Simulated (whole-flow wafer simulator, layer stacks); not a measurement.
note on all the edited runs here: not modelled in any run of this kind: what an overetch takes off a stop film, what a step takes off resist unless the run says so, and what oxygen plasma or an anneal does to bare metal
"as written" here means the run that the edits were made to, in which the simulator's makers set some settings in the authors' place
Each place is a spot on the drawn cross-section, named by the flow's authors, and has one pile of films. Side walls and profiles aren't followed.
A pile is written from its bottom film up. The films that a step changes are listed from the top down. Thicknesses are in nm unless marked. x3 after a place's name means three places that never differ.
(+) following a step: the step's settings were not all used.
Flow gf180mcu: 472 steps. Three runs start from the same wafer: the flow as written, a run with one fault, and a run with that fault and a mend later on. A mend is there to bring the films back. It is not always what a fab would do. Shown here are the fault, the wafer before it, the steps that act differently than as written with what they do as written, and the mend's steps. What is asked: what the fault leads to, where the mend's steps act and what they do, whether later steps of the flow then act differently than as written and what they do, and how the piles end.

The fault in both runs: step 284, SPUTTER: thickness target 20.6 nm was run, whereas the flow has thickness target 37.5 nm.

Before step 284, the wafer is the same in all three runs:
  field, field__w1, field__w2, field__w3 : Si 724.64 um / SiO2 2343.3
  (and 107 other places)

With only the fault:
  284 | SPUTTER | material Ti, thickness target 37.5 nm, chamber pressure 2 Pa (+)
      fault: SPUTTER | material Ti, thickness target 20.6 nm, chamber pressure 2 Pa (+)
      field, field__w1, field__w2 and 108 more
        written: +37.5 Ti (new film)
        fault: +20.6 Ti (new film)
  Later steps of the flow acting differently than as written:
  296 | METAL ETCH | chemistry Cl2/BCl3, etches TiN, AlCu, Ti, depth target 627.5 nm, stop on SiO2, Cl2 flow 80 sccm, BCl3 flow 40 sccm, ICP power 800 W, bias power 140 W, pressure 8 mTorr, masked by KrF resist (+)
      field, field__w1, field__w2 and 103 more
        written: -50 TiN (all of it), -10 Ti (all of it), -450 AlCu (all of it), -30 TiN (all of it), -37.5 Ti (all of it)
        fault: -50 TiN (all of it), -10 Ti (all of it), -450 AlCu (all of it), -30 TiN (all of it), -20.6 Ti (all of it)
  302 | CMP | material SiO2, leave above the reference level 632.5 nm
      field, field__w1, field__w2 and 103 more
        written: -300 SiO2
        fault: -316.9 SiO2
  The piles end different from the flow's at field__w8, contact, m1, m1__w1, m1_nw by more than 2% or 0.5 nm, whichever is larger.
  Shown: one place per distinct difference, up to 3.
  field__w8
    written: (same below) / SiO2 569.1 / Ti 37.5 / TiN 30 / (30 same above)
    fault: (same below) / SiO2 569.1 / Ti 20.6 / TiN 30 / (30 same above)
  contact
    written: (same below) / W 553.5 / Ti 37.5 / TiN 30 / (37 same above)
    fault: (same below) / W 553.5 / Ti 20.6 / TiN 30 / (37 same above)

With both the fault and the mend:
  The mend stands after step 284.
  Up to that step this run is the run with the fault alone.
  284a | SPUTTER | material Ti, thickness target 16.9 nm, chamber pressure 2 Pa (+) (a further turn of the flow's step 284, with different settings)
      field, field__w1, field__w2 and 108 more
        +16.9 Ti
  None of the later steps of the flow acts differently than as written at any place that is followed.
  The piles end the same as the flow's at every place that both follow.
